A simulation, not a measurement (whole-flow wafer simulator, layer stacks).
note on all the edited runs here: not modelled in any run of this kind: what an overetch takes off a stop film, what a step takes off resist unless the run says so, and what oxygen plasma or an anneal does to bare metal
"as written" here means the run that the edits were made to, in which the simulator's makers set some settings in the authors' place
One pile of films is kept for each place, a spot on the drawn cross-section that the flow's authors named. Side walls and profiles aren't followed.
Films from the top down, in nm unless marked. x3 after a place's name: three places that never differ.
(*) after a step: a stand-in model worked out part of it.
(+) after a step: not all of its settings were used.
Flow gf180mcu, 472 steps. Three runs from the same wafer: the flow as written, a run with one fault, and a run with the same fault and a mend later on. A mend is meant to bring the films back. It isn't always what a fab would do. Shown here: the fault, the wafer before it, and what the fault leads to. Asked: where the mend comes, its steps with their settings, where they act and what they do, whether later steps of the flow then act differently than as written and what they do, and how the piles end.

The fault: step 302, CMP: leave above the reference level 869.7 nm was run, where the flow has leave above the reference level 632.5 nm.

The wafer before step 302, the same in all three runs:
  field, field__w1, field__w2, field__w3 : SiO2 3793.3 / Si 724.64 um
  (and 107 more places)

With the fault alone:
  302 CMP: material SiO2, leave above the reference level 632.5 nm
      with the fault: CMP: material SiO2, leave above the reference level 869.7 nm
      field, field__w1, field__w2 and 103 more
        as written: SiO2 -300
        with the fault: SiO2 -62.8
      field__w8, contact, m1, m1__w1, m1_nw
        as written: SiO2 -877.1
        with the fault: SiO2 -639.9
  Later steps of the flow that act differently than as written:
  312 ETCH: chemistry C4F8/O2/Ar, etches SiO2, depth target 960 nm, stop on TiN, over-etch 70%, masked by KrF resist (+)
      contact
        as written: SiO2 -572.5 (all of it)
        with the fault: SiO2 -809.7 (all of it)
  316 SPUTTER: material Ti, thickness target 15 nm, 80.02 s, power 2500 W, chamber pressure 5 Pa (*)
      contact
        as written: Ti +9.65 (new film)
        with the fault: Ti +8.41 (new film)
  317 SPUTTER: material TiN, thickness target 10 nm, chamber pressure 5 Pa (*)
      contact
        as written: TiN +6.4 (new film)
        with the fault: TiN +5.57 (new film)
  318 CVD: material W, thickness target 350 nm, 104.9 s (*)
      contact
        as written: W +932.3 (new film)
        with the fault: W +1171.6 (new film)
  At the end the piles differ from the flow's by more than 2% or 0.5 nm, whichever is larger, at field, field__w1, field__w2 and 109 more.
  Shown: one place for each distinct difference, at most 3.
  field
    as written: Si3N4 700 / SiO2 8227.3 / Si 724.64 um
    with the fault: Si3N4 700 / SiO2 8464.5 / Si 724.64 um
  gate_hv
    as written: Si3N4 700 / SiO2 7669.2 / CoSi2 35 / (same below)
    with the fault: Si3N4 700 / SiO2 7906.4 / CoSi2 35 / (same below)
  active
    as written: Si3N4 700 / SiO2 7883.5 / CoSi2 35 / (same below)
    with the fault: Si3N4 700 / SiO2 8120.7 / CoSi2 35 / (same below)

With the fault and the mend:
  The mend comes after step 302.
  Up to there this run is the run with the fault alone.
  302a CMP: material SiO2, leave above the reference level 632.5 nm (the flow's step 302 once more)
      field, field__w1, field__w2 and 108 more
        SiO2 -237.2
  No later step of the flow acts differently than as written at any place that is followed.
  At the end the piles are the same as the flow's at every place that both follow.
